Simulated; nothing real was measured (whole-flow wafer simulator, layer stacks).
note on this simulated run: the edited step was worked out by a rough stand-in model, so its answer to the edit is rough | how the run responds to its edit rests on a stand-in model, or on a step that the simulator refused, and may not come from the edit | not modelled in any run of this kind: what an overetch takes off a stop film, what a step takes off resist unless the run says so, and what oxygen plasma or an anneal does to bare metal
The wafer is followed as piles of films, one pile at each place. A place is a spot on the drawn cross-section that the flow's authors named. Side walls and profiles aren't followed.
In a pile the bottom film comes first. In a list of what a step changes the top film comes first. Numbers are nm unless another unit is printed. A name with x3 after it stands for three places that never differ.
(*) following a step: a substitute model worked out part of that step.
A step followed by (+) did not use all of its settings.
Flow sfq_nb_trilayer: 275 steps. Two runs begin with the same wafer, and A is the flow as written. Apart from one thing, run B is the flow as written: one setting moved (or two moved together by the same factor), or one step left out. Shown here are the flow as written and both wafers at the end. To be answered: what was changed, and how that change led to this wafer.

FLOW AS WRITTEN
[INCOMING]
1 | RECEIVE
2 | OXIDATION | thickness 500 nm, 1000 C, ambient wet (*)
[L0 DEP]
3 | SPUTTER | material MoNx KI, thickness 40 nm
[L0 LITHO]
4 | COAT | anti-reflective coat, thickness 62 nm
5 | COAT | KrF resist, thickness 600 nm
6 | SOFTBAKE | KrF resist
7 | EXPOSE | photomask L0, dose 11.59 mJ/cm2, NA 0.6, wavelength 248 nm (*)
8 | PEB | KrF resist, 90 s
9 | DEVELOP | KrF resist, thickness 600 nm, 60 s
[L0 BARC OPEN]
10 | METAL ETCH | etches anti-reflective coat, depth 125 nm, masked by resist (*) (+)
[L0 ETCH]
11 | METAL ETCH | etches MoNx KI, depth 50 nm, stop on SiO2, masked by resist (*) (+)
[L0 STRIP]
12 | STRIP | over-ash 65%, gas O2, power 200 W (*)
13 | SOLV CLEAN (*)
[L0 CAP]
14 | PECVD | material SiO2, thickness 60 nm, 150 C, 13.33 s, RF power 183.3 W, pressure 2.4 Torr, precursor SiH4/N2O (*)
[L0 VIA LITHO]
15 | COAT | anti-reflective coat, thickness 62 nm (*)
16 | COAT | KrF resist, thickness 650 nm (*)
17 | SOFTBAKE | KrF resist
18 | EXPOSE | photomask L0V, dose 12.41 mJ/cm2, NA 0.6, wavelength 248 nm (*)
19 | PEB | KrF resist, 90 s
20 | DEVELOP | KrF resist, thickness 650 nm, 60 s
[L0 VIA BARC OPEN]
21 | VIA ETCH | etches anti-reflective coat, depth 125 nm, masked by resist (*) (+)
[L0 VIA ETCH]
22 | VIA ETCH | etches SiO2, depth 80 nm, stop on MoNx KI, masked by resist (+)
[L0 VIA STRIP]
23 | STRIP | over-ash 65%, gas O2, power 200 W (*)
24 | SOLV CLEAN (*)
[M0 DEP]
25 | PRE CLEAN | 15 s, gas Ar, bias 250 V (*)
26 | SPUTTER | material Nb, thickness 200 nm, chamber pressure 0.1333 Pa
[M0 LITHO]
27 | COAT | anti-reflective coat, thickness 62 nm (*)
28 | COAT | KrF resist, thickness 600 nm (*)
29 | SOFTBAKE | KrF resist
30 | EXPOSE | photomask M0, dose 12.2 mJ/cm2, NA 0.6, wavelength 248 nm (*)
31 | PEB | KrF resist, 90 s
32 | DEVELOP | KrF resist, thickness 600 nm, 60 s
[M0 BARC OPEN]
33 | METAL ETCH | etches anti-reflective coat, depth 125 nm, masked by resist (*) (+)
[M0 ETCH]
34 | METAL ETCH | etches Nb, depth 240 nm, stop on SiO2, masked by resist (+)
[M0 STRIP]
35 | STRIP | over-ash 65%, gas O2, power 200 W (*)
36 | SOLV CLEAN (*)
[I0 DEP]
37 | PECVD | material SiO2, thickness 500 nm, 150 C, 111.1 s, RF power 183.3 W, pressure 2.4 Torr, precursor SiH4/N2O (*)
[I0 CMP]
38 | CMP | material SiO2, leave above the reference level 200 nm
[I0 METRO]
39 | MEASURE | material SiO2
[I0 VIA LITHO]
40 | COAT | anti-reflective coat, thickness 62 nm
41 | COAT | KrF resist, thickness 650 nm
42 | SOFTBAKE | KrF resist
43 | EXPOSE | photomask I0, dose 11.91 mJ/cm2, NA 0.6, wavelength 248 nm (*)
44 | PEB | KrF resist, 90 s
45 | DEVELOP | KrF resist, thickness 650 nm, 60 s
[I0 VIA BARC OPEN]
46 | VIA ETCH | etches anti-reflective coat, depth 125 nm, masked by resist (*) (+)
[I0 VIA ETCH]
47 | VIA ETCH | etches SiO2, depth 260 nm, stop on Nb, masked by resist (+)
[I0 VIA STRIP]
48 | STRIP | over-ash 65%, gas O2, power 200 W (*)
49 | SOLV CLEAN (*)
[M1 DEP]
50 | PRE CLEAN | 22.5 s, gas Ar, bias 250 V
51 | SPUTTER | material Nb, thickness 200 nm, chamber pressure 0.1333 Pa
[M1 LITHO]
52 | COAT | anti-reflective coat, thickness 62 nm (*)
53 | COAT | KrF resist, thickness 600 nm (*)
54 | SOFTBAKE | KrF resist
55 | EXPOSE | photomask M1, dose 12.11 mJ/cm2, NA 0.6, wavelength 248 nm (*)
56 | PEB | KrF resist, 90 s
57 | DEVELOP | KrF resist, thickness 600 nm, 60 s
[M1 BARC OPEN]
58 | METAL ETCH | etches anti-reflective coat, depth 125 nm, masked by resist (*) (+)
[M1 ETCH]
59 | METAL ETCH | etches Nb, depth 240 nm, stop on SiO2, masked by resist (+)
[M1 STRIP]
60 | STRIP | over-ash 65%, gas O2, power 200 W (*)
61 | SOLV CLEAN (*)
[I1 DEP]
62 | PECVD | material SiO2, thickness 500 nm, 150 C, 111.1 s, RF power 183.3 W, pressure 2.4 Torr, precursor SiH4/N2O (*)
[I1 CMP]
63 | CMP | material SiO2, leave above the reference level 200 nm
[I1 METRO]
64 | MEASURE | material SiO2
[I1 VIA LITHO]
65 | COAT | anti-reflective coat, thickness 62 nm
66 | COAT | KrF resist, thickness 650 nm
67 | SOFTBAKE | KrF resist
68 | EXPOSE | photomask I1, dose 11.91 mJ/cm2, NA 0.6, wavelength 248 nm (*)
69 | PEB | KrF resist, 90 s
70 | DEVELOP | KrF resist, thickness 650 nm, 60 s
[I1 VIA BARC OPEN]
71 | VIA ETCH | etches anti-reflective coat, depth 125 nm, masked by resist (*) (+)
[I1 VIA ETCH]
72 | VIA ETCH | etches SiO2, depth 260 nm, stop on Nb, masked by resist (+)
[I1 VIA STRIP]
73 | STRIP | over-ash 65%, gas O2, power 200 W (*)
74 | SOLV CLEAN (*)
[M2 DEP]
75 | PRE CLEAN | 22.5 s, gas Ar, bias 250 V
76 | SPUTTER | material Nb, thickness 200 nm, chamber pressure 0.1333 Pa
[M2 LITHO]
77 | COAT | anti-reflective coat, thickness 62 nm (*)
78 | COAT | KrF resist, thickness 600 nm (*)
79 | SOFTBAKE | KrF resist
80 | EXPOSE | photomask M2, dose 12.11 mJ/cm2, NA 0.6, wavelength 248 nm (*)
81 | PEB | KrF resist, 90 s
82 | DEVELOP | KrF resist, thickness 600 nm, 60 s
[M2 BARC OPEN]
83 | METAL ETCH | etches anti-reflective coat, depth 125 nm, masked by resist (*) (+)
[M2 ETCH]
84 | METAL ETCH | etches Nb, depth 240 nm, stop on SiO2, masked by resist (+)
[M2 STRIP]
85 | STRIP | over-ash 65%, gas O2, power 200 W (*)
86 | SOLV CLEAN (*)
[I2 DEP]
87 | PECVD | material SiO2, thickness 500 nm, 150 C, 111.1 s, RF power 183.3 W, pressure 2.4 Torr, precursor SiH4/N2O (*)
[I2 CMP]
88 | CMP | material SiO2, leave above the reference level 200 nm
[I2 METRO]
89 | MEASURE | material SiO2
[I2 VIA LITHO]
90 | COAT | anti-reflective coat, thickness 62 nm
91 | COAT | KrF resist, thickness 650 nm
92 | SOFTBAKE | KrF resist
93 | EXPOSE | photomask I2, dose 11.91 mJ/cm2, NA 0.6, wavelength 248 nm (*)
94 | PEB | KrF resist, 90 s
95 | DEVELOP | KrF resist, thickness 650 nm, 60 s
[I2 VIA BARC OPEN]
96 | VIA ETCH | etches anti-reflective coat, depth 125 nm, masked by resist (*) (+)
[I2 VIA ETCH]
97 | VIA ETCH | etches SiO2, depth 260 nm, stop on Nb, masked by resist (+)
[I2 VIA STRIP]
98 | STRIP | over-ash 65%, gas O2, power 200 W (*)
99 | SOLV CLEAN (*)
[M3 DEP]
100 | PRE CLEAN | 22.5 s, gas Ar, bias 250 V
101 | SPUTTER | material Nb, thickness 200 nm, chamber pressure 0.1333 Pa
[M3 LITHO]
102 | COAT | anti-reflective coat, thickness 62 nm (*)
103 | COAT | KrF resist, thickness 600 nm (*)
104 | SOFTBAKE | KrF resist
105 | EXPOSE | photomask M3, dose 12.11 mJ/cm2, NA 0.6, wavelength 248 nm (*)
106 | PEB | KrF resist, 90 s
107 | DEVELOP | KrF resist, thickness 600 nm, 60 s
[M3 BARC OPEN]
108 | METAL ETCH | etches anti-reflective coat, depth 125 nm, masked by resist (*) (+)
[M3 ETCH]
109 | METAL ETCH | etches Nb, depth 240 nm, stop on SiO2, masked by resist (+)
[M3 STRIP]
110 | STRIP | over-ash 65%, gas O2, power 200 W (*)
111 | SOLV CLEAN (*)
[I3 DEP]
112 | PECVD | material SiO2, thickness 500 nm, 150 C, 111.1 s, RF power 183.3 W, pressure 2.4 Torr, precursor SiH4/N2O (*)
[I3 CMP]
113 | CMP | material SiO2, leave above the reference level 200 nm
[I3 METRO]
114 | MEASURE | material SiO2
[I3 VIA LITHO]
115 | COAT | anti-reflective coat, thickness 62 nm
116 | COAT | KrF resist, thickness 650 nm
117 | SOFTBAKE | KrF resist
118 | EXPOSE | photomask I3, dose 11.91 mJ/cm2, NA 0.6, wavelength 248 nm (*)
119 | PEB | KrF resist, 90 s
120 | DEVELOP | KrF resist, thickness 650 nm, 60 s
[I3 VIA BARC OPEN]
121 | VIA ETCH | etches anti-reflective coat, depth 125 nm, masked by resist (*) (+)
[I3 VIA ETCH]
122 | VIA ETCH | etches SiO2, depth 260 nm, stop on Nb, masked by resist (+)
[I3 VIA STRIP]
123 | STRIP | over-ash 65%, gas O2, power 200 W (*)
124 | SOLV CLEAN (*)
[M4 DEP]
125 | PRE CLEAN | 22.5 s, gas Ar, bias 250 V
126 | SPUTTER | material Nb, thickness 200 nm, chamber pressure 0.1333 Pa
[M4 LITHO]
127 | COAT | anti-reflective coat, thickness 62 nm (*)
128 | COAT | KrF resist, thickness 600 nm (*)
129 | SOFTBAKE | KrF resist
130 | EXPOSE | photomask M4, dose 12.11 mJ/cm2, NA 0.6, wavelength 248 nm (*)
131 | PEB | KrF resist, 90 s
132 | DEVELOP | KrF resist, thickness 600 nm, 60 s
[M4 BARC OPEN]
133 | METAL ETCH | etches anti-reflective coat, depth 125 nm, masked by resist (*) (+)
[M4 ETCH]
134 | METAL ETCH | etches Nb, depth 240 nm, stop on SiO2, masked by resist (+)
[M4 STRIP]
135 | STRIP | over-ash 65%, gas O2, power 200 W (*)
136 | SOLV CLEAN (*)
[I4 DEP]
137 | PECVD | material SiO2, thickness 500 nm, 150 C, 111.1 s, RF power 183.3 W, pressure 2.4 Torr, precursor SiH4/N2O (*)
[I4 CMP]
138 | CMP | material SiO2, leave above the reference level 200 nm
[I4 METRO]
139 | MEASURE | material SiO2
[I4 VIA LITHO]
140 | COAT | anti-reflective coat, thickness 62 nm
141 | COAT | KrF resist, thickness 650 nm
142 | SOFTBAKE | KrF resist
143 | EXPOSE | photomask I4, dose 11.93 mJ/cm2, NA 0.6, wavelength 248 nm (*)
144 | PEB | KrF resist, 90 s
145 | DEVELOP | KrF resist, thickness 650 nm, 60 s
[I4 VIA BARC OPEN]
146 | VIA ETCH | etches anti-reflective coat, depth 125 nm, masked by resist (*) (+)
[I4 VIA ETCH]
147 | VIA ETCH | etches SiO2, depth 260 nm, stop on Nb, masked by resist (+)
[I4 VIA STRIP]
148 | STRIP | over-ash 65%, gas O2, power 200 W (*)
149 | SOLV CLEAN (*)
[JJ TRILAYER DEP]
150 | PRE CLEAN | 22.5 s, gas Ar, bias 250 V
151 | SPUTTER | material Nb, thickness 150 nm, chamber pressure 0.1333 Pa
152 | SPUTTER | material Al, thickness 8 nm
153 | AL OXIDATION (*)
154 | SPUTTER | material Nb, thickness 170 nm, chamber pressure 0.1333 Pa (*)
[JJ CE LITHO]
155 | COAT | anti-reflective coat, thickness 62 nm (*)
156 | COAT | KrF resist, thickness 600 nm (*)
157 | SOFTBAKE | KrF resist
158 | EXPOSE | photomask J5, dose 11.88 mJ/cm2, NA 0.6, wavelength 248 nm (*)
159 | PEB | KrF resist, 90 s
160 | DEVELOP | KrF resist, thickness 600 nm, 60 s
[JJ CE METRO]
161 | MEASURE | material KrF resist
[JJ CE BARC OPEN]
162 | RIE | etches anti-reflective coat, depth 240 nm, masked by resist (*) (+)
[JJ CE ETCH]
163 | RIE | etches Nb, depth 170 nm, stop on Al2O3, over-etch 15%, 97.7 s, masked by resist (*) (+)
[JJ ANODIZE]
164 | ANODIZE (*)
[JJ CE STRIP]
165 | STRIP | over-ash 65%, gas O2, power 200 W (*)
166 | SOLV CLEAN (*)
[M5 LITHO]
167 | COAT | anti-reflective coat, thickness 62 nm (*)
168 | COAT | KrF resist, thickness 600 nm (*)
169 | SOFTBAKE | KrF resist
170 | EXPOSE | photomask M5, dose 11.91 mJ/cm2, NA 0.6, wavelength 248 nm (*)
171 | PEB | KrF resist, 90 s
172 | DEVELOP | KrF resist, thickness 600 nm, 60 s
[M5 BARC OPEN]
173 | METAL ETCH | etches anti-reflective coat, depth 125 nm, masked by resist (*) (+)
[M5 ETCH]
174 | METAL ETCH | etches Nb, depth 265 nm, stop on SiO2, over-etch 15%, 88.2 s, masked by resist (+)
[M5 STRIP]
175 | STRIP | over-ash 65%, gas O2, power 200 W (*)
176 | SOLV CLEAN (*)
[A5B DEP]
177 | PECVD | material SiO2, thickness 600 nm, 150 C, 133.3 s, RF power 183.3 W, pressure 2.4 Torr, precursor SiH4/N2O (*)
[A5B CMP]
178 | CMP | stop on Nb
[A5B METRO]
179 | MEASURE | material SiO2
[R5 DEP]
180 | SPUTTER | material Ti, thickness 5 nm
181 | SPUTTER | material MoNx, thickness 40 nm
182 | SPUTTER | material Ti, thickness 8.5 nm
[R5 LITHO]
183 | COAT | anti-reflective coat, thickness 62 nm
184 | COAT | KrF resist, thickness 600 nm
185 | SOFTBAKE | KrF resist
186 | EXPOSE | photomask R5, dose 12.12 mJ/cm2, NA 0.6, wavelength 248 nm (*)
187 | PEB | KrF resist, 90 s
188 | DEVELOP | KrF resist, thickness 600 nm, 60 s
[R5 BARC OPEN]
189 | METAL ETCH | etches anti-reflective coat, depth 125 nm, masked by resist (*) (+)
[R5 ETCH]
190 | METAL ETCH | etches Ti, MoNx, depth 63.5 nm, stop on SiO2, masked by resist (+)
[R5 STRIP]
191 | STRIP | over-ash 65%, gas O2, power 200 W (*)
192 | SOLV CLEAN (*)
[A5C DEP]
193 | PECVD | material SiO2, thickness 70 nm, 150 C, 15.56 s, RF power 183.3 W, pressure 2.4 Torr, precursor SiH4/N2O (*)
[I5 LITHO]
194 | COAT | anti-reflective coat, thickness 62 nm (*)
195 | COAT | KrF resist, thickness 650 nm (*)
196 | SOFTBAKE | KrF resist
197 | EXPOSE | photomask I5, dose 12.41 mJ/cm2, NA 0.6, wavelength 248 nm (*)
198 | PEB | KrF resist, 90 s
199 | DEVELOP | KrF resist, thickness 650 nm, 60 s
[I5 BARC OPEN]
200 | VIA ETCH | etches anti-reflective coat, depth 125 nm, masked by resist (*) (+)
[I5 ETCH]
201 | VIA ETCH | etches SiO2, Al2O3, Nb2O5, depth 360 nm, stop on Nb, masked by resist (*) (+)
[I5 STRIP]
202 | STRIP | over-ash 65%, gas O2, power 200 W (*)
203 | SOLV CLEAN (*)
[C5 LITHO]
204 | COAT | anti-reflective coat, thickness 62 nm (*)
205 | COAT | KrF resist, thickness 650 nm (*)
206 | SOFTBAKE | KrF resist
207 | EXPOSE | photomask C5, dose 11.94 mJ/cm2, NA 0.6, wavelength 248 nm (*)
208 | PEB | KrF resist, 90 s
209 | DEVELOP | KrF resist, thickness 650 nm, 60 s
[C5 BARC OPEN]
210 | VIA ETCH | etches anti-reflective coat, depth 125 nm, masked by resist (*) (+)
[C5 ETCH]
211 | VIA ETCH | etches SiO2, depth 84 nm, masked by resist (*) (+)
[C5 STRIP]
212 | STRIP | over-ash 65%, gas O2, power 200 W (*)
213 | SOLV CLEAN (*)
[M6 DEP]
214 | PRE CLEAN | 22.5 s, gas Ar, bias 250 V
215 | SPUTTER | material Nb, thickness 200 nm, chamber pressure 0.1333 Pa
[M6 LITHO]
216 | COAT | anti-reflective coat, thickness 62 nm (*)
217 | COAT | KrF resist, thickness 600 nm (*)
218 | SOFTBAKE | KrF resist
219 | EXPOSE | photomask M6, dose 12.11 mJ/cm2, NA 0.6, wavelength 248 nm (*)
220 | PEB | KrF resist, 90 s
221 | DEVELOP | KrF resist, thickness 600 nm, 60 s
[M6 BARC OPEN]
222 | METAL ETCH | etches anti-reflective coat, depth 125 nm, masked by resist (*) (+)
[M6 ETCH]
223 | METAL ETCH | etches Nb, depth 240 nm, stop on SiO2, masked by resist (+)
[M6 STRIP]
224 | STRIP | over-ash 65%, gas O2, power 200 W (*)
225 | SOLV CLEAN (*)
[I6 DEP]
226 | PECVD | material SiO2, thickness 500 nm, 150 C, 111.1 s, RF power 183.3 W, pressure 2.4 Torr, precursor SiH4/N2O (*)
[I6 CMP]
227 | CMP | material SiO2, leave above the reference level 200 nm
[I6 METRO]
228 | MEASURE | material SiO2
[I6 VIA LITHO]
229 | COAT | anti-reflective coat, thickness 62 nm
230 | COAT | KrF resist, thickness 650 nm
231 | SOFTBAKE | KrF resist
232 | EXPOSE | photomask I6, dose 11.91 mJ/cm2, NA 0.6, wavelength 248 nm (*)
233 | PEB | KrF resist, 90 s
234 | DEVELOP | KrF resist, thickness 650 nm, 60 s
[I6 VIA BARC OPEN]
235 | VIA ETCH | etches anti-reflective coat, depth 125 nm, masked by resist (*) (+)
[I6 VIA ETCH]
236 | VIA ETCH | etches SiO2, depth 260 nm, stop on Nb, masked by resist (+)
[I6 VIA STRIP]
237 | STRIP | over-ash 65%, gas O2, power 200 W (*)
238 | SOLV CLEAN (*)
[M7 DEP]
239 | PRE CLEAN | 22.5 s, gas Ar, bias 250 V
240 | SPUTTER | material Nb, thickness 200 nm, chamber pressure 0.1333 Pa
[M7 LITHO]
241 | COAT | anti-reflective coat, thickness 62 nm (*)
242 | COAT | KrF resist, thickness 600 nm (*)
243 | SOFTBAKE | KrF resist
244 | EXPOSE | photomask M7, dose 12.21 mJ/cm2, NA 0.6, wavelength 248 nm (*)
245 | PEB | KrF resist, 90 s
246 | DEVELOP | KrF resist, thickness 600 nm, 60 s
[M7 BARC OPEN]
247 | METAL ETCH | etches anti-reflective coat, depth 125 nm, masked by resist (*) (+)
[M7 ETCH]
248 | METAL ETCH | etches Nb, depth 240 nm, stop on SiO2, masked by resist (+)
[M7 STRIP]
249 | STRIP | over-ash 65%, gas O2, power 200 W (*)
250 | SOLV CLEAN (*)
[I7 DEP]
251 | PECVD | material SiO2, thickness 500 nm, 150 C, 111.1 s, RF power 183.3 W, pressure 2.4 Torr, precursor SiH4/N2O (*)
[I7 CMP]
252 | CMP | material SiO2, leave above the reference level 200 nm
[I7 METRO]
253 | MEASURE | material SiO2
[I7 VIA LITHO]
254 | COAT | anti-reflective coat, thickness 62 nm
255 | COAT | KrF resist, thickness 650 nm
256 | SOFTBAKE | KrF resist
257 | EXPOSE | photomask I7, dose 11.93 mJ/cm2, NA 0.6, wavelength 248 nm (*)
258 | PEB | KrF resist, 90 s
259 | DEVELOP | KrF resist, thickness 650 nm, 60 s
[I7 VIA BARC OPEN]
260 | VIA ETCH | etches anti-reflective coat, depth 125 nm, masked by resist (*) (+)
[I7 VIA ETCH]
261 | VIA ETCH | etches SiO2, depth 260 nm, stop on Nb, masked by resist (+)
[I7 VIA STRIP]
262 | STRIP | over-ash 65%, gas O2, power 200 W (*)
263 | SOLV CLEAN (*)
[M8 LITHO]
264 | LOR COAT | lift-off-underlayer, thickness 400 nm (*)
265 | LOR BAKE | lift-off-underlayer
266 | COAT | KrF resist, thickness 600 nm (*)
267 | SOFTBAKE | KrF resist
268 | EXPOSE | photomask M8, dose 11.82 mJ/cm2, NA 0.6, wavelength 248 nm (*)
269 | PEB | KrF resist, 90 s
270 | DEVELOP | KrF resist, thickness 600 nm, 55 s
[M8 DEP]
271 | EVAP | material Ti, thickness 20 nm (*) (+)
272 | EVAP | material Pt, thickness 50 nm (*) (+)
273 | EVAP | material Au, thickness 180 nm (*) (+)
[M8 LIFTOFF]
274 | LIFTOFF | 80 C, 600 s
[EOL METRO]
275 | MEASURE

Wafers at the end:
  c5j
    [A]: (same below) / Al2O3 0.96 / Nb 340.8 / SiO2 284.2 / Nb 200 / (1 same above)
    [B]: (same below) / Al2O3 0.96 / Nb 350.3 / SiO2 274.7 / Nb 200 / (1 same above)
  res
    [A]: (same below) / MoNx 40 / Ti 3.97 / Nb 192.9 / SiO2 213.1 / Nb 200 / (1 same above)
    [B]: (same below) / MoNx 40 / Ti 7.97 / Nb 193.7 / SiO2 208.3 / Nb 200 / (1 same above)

Cause: step 211, VIA ETCH: depth 63 nm was run, though the flow has depth 84 nm.

How this came from the change, step by step:
  211 | VIA ETCH | etches SiO2, depth 84 nm, masked by resist (*) (+)
      c5j: A -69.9 SiO2 (all of it), -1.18 Nb | B -63 SiO2
      res: A -69.9 SiO2 (all of it) | B -63 SiO2
      (also at 104 further places)
  214 | PRE CLEAN | 22.5 s, gas Ar, bias 250 V
      c5j: A -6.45 Nb | B -6.89 SiO2 (all of it), -0.59 Nb
      res: A -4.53 Ti | B -6.86 SiO2 (all of it), -0.53 Ti
  216 | COAT | anti-reflective coat, thickness 62 nm (*)
      ce_l: A +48 anti-reflective coat (new film) | B +49.8 anti-reflective coat (new film)
      c5j: A +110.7 anti-reflective coat (new film) | B +105.7 anti-reflective coat (new film)
      (also at 2 further places)
  224 | STRIP | over-ash 65%, gas O2, power 200 W (*)
      ce_l: A -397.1 KrF resist (all of it), -48 anti-reflective coat (all of it) | B -396 KrF resist (all of it), -49.8 anti-reflective coat (all of it)
      c5j: A -418.3 KrF resist (all of it), -110.7 anti-reflective coat (all of it) | B -414.6 KrF resist (all of it), -105.7 anti-reflective coat (all of it)
      (also at 2 further places)
